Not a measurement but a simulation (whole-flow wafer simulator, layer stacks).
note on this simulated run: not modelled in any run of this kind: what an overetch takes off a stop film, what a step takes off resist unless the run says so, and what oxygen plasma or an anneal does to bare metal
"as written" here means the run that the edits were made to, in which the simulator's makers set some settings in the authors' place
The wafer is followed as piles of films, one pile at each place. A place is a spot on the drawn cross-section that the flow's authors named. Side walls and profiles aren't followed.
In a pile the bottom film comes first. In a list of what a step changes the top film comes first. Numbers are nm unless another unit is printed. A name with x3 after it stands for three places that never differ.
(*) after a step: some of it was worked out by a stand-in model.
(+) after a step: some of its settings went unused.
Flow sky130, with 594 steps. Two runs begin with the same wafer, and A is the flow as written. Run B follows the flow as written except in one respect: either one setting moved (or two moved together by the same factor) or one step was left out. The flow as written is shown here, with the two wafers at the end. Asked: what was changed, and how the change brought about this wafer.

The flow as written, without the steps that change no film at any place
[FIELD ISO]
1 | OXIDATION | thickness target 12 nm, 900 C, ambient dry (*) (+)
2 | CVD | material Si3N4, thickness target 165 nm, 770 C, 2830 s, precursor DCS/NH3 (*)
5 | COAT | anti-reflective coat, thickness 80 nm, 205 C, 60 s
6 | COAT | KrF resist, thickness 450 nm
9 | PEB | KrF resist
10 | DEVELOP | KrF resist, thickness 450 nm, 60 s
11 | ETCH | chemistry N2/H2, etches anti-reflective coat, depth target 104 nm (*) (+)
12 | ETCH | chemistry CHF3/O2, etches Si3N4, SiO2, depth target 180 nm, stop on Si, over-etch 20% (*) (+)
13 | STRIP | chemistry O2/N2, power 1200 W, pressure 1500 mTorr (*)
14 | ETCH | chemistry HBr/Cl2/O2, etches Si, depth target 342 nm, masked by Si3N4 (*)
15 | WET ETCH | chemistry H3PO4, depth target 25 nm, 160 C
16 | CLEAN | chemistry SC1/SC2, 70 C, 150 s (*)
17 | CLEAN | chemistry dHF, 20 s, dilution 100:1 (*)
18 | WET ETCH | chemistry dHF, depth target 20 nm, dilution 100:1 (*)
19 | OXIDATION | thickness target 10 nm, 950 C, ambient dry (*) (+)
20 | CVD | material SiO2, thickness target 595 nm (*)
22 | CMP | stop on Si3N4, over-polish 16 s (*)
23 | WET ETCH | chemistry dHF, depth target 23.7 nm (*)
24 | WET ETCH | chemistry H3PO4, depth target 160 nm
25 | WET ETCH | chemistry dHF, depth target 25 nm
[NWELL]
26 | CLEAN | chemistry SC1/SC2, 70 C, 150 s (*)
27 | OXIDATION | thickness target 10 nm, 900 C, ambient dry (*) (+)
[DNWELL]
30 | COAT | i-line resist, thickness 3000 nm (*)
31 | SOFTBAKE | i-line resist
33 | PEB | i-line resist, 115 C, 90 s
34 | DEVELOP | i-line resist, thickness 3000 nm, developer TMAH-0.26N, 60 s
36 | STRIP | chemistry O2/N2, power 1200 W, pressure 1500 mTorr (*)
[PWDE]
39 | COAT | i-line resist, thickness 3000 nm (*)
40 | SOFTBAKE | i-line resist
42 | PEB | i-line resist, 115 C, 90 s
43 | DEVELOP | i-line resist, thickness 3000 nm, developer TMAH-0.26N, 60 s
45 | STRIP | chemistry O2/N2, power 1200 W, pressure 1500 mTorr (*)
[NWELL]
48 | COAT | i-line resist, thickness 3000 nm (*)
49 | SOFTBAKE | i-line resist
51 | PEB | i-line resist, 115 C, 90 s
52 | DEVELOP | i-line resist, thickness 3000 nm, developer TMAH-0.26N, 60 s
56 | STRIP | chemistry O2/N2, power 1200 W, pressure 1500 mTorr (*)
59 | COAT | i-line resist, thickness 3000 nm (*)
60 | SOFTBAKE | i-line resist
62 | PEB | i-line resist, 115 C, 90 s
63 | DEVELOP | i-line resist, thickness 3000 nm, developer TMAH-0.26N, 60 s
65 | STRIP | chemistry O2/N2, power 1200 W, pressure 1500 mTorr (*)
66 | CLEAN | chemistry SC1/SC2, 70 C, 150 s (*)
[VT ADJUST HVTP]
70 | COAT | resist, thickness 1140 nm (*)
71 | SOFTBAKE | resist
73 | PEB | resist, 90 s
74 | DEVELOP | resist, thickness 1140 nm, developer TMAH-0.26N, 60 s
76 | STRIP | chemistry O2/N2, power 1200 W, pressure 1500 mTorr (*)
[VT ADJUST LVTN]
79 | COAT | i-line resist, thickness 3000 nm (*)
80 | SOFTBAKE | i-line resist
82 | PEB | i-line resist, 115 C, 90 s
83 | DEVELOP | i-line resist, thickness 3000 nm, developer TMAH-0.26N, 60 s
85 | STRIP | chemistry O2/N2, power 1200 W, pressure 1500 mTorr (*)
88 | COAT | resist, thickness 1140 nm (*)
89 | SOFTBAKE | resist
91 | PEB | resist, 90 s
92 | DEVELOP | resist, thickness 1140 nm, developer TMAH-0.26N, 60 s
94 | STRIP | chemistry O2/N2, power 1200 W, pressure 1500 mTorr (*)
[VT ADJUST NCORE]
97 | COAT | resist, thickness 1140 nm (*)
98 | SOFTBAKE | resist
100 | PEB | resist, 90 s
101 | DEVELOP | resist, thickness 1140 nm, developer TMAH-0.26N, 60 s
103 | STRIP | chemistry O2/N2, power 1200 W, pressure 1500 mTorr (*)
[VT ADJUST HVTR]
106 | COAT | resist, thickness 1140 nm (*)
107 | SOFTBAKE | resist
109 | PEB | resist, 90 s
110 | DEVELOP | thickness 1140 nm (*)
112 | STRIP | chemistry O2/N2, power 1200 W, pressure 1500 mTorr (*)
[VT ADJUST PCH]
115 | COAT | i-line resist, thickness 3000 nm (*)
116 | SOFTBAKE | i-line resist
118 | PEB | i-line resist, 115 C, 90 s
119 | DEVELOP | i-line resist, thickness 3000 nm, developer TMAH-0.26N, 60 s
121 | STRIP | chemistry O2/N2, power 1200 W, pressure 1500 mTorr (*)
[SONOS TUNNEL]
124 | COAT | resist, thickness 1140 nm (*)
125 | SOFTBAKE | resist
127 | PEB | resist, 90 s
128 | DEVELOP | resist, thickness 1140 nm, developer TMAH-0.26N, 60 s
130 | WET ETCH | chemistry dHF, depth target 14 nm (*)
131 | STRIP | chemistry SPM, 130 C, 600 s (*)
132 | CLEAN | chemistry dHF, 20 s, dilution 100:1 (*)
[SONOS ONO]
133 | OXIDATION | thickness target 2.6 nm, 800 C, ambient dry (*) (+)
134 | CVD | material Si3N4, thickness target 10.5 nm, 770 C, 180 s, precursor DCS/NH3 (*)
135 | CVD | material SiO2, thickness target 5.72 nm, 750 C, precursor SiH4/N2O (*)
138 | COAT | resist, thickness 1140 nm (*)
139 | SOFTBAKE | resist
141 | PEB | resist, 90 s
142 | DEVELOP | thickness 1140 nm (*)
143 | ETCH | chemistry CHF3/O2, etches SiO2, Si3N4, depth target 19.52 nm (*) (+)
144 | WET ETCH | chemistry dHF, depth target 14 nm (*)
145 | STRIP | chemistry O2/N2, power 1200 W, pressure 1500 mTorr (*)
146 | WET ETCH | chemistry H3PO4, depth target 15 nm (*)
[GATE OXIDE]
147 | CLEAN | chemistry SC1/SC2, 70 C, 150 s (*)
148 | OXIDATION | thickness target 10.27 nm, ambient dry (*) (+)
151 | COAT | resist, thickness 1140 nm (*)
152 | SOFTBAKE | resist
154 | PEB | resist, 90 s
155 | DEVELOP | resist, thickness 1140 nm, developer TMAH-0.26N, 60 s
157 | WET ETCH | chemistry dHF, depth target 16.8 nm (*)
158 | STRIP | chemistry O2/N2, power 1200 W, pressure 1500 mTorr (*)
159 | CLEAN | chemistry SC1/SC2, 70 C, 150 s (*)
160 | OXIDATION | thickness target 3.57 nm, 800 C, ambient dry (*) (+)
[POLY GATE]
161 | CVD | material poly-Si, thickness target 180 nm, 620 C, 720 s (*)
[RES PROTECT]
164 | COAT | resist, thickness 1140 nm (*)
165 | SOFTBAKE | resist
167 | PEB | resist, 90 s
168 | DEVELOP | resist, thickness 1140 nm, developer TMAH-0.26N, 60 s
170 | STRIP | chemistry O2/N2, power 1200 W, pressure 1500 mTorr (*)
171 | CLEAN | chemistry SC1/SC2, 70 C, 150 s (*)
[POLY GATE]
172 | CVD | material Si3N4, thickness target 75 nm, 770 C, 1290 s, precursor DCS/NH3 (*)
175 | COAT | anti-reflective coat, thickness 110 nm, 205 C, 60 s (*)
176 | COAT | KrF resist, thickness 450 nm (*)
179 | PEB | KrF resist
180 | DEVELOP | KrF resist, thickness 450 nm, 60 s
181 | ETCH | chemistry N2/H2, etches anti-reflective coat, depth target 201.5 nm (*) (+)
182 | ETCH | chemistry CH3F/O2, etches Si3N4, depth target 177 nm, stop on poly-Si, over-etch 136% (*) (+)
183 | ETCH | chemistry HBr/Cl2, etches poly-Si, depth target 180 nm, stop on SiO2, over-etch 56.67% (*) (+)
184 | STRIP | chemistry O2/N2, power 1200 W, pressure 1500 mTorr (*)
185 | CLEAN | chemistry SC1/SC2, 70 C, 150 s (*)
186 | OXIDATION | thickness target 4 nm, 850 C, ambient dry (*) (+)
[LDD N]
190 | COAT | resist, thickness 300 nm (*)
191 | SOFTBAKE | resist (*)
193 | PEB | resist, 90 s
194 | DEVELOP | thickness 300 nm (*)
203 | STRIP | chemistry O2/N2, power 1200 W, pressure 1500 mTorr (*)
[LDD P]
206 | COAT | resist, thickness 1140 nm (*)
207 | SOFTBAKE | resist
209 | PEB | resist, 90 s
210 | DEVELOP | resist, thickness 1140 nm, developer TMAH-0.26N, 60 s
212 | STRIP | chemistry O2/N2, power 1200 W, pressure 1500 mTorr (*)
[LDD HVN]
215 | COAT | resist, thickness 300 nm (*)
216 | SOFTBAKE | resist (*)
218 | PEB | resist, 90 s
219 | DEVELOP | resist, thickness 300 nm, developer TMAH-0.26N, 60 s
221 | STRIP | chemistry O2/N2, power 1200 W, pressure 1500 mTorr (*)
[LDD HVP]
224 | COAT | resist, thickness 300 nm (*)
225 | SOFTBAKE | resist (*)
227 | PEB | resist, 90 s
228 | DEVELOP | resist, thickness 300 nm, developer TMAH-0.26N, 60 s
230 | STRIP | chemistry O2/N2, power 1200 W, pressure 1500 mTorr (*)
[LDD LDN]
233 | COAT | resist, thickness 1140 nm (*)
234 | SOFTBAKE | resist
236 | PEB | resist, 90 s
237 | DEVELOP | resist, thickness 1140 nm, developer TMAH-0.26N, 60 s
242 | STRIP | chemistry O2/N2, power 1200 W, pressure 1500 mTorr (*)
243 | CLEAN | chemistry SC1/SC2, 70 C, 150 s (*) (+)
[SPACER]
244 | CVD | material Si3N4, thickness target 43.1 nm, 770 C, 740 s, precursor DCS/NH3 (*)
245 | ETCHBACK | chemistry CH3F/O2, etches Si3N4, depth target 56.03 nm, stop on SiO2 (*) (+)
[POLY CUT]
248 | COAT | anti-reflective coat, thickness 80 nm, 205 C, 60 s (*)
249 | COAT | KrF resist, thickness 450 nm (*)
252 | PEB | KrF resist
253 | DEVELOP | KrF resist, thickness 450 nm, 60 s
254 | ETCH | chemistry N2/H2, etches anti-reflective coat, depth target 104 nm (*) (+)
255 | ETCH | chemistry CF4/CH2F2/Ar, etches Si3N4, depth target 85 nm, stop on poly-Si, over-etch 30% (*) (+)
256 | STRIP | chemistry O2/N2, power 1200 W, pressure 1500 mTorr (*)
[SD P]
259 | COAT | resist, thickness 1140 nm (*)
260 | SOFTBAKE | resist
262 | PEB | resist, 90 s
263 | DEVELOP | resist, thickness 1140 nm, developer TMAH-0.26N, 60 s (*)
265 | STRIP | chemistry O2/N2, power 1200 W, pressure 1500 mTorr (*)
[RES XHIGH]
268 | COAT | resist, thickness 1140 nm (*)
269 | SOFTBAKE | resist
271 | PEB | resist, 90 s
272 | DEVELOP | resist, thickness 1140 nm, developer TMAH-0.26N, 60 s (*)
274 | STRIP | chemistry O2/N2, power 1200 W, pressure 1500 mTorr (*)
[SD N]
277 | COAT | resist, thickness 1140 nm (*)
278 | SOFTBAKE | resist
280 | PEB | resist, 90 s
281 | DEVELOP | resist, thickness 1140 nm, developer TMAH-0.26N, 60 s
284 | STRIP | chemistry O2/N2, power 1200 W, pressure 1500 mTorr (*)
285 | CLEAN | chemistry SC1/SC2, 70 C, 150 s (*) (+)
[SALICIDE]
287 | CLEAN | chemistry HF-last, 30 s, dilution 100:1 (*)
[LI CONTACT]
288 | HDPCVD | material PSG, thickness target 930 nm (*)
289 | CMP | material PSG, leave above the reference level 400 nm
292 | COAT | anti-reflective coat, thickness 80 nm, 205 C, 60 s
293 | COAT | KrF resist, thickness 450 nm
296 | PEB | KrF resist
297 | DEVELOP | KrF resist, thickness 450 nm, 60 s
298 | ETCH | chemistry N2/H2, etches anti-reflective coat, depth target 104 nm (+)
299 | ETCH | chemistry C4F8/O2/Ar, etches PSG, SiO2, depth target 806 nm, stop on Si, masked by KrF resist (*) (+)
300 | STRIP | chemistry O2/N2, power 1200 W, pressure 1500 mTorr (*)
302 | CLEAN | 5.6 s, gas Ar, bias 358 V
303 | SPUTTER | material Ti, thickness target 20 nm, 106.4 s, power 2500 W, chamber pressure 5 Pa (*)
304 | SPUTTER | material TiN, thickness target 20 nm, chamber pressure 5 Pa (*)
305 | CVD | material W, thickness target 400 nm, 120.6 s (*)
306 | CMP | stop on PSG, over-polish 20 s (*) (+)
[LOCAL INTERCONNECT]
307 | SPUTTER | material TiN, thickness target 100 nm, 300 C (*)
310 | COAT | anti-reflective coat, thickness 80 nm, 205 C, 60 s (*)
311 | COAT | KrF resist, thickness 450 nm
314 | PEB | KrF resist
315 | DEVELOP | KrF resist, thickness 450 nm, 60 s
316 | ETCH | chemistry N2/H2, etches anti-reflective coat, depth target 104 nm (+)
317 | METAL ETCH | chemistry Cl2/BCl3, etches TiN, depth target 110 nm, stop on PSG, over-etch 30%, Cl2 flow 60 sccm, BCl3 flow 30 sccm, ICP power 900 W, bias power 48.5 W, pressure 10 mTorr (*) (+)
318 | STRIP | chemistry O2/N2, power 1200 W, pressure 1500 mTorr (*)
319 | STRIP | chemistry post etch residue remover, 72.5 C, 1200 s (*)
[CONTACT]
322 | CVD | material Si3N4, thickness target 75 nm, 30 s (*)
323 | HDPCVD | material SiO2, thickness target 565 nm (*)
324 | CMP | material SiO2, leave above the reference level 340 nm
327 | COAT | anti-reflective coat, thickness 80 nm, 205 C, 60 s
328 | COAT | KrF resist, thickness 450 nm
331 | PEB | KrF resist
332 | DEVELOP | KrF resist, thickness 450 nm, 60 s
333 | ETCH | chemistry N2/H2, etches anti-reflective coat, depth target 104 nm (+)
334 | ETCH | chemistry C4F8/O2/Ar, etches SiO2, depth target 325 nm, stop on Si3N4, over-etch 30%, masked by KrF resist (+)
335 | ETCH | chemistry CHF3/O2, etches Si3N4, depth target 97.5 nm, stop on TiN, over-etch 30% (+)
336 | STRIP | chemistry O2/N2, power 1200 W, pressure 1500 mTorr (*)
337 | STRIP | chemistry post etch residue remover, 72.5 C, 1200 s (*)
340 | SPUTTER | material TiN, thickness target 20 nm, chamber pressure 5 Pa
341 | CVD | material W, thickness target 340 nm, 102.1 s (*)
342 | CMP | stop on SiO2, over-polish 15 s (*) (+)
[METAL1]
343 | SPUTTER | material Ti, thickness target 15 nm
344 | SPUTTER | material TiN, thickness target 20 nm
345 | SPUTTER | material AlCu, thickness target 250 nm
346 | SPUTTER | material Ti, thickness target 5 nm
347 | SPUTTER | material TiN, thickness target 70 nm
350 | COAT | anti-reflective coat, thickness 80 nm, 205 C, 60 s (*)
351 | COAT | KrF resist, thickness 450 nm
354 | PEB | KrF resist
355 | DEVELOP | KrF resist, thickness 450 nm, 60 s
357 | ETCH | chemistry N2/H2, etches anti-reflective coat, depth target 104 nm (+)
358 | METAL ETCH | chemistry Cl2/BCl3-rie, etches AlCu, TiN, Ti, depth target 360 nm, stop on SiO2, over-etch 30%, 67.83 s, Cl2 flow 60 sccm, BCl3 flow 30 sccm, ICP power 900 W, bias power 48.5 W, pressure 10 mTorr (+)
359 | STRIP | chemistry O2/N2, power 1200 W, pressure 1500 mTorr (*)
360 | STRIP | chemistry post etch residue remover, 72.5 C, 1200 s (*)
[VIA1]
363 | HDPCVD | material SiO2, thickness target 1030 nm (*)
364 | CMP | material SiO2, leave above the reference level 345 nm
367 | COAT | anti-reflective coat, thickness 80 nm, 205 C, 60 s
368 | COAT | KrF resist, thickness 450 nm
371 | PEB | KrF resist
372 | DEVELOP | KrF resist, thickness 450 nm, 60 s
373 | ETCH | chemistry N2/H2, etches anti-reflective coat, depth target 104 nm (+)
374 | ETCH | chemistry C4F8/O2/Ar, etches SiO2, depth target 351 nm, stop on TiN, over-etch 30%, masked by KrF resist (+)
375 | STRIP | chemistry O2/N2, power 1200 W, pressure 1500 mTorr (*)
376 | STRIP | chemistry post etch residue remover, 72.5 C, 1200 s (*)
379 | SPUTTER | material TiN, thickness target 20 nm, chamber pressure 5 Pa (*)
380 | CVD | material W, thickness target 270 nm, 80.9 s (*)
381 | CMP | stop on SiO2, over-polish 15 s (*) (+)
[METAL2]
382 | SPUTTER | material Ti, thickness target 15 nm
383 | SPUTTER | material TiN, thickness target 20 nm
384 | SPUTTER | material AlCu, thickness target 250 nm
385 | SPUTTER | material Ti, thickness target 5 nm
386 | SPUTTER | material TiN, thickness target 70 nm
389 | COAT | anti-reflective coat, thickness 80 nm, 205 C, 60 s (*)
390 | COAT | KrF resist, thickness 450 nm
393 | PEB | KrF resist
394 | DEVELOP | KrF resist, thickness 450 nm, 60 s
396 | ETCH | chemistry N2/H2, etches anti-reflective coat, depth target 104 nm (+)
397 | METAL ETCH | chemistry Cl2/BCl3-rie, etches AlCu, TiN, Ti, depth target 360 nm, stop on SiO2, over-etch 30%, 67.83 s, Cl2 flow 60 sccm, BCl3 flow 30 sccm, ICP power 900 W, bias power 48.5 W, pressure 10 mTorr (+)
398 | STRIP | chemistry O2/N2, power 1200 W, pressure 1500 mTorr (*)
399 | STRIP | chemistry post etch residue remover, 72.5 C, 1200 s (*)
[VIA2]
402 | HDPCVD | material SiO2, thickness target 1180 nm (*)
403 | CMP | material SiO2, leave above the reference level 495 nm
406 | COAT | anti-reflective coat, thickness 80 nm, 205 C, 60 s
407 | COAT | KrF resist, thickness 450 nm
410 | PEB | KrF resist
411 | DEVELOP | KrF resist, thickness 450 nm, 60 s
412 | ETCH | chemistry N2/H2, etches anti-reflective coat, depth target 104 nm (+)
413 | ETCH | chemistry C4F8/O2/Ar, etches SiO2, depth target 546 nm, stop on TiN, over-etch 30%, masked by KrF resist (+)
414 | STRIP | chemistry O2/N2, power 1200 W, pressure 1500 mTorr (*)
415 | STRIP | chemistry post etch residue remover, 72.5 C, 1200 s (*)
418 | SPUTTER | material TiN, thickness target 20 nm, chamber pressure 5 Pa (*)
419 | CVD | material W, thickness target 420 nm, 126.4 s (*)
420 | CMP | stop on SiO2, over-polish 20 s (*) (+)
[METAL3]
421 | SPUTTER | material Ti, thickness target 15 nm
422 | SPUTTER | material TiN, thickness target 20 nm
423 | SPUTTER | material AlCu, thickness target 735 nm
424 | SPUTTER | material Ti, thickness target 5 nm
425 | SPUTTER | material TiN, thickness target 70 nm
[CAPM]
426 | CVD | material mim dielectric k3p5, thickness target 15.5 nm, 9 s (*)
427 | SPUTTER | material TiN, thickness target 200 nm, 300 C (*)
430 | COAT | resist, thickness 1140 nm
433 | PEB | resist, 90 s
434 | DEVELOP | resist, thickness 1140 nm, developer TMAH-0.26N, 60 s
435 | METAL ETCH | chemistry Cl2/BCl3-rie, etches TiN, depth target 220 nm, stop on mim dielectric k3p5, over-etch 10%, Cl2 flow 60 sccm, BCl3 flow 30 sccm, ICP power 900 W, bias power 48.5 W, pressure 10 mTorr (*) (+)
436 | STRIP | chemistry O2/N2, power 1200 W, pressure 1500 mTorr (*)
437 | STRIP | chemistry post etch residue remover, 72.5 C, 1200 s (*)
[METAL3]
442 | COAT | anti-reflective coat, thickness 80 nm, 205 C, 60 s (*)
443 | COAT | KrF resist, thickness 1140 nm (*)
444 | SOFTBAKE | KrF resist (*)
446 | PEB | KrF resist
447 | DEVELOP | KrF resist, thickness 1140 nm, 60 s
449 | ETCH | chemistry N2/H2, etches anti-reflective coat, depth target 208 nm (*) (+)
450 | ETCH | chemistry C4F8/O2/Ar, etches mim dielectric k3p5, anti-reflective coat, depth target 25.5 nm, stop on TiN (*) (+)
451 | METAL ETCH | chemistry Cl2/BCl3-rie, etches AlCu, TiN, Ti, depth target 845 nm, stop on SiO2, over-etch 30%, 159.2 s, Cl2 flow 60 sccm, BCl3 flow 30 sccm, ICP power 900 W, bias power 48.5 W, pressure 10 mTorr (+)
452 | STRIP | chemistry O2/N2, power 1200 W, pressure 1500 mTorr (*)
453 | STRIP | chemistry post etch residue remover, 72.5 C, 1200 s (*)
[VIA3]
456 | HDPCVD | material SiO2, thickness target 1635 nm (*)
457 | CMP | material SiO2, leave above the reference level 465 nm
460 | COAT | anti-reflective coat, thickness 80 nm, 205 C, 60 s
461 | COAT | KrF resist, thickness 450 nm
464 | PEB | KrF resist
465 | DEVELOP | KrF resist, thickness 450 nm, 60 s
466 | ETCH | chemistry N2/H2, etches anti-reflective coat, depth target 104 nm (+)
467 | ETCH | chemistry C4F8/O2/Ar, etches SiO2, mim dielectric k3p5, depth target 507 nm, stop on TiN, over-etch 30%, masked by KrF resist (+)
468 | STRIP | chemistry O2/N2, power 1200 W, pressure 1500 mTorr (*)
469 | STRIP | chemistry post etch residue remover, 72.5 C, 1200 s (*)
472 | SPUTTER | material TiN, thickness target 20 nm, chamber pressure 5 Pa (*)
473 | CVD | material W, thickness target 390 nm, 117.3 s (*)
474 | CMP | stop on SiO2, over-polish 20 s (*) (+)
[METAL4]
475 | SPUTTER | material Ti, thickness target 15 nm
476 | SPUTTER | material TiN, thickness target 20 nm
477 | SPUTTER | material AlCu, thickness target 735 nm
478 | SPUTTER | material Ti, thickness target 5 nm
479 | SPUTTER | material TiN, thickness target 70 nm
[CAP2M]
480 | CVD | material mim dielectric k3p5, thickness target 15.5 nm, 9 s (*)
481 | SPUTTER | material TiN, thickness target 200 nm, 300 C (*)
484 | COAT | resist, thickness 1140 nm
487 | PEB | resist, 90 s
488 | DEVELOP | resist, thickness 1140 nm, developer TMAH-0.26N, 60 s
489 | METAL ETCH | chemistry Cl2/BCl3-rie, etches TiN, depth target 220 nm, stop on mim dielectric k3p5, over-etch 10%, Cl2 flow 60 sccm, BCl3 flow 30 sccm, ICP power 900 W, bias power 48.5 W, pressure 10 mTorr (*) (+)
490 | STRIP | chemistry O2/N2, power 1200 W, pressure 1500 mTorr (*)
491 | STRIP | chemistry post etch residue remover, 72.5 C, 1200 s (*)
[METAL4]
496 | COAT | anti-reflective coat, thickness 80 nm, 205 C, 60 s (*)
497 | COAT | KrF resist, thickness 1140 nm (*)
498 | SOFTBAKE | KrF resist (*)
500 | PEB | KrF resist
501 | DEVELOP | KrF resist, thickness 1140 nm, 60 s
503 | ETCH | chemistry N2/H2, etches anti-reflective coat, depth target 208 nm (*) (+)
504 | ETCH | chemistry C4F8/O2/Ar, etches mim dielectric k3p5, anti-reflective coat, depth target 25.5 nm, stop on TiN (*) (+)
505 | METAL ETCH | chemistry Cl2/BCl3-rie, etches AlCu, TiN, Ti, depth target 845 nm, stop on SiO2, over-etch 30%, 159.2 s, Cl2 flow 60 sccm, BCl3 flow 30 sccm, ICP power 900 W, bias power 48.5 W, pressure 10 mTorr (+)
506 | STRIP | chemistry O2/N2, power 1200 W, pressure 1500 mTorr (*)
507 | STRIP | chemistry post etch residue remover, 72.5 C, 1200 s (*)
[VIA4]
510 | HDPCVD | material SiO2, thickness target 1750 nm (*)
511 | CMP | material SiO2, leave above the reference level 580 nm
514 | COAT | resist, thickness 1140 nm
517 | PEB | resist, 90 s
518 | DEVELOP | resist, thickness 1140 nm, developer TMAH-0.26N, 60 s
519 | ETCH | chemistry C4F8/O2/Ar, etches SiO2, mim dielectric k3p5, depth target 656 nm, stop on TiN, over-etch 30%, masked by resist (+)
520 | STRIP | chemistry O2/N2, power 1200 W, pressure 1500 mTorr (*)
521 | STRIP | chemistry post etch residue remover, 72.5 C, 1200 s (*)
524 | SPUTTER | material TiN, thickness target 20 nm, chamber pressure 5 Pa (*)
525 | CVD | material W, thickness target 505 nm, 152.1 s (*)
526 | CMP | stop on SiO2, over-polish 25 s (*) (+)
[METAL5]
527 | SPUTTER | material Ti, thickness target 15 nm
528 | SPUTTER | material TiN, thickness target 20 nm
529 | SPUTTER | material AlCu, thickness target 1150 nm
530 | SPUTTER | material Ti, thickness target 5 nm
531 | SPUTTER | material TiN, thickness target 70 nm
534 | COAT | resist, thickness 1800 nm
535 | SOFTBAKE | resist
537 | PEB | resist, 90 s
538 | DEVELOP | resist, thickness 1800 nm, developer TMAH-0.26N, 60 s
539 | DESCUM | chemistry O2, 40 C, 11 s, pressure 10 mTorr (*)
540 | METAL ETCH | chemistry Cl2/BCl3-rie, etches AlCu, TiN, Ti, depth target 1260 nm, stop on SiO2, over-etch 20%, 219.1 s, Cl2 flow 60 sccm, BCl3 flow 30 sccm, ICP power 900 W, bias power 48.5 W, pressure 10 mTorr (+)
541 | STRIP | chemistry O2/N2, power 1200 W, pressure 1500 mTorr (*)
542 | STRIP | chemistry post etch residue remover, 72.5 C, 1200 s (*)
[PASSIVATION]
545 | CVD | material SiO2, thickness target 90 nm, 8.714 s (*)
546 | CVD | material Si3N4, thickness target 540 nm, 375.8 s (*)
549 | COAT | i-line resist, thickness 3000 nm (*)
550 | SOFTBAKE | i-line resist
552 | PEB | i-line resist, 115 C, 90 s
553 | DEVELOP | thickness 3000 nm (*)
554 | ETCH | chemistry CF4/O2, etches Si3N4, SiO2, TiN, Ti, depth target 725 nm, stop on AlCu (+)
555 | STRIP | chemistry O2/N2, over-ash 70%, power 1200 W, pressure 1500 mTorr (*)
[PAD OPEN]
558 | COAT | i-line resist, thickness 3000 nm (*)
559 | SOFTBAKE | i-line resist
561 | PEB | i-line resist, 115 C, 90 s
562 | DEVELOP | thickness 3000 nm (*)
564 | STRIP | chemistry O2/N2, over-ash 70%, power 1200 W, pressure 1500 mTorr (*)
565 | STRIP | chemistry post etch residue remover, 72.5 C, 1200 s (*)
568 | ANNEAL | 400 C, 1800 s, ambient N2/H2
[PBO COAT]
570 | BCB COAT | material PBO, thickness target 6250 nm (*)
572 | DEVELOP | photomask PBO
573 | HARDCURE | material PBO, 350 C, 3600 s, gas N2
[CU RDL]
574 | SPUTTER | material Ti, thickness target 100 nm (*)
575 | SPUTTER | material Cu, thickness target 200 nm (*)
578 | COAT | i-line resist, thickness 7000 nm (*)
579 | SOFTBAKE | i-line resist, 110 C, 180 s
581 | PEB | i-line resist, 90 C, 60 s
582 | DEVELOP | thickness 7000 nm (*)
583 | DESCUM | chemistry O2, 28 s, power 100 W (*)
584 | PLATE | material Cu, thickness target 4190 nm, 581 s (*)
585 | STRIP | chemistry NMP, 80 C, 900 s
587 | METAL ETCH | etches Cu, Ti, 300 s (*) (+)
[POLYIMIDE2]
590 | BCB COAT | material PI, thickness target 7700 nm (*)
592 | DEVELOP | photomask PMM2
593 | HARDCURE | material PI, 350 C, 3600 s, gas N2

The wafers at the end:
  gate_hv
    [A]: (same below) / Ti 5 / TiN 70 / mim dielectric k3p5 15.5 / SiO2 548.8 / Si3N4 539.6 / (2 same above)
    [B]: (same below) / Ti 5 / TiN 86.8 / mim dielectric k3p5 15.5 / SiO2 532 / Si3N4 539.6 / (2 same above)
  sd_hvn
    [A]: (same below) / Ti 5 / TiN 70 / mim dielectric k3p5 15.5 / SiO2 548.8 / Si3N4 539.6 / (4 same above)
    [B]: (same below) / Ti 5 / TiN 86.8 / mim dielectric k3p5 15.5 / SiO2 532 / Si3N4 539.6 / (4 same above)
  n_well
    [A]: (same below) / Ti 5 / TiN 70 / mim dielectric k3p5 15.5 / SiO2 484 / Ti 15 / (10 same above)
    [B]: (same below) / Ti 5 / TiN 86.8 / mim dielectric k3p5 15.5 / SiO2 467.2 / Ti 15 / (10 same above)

What caused this: step 479, SPUTTER: thickness target 86.8 nm was run, though the flow has thickness target 70 nm.
The wafer lets one read it off: gate_hv has TiN 86.8, and step 479 as written asks for 70 nm.

The path from the change to this, step by step:
  479 | SPUTTER | material TiN, thickness target 70 nm
      field, active, n_well and 189 more: A +70 TiN (new film) | B +86.8 TiN (new film)
  505 | METAL ETCH | chemistry Cl2/BCl3-rie, etches AlCu, TiN, Ti, depth target 845 nm, stop on SiO2, over-etch 30%, 159.2 s, Cl2 flow 60 sccm, BCl3 flow 30 sccm, ICP power 900 W, bias power 48.5 W, pressure 10 mTorr (+)
      field, active, gate and 70 more: A -70 TiN (all of it), -5 Ti (all of it), -735 AlCu (all of it), -20 TiN (all of it), -15 Ti (all of it), -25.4 SiO2 | B -86.8 TiN (all of it), -5 Ti (all of it), -735 AlCu (all of it), -20 TiN (all of it), -15 Ti (all of it), -23.7 SiO2
      vpp_iso1, mim_edge_plate, m1_ln and 12 more: A -70 TiN (all of it), -5 Ti (all of it), -735 AlCu (all of it), -20 TiN (all of it), -15 Ti (all of it), -25.3 SiO2 | B -86.8 TiN (all of it), -5 Ti (all of it), -735 AlCu (all of it), -20 TiN (all of it), -15 Ti (all of it), -23.7 SiO2
  519 | ETCH | chemistry C4F8/O2/Ar, etches SiO2, mim dielectric k3p5, depth target 656 nm, stop on TiN, over-etch 30%, masked by resist (+)
      field, active, n_well and 188 more: A -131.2 resist | B -127.1 resist
      m1: A -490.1 SiO2 (all of it), -15.5 mim dielectric k3p5 (all of it) | B -473.3 SiO2 (all of it), -15.5 mim dielectric k3p5 (all of it)
      (also at 1 further place)
